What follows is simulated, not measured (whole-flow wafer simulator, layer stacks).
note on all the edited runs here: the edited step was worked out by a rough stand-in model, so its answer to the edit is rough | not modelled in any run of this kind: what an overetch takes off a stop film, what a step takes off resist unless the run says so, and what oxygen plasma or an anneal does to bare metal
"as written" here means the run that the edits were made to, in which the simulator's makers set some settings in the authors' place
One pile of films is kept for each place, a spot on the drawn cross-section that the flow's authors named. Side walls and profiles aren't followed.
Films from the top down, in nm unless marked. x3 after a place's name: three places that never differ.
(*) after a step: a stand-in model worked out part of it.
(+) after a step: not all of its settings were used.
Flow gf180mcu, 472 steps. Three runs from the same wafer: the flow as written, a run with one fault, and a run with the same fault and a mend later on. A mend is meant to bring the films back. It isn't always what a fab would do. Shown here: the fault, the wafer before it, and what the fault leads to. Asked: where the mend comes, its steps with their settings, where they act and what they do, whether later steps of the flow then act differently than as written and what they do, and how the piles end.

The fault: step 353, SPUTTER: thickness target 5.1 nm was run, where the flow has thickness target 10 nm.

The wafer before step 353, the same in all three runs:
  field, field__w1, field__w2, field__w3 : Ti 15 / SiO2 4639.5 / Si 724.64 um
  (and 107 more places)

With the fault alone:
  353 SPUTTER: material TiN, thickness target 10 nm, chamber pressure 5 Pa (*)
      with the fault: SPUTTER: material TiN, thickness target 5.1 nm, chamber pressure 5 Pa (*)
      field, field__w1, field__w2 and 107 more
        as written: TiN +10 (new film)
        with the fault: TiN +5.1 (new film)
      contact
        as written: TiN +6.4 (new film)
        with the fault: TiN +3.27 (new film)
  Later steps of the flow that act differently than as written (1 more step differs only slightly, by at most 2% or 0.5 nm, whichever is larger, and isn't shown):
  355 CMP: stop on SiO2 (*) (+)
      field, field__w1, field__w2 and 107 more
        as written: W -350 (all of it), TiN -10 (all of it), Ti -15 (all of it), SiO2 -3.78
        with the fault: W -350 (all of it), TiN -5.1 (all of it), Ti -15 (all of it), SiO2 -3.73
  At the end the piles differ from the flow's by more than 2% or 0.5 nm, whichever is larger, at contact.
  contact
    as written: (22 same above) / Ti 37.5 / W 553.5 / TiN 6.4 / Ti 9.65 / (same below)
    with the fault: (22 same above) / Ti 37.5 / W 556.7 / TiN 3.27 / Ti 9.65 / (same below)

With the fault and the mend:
  The mend comes after step 353.
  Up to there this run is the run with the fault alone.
  353a SPUTTER: material TiN, thickness target 4.9 nm, chamber pressure 5 Pa (*) (the flow's step 353 once more, with other settings)
      field, field__w1, field__w2 and 107 more
        TiN +4.9
      contact
        TiN +3.14
  No later step of the flow acts differently than as written at any place that is followed.
  At the end the piles are the same as the flow's at every place that both follow.
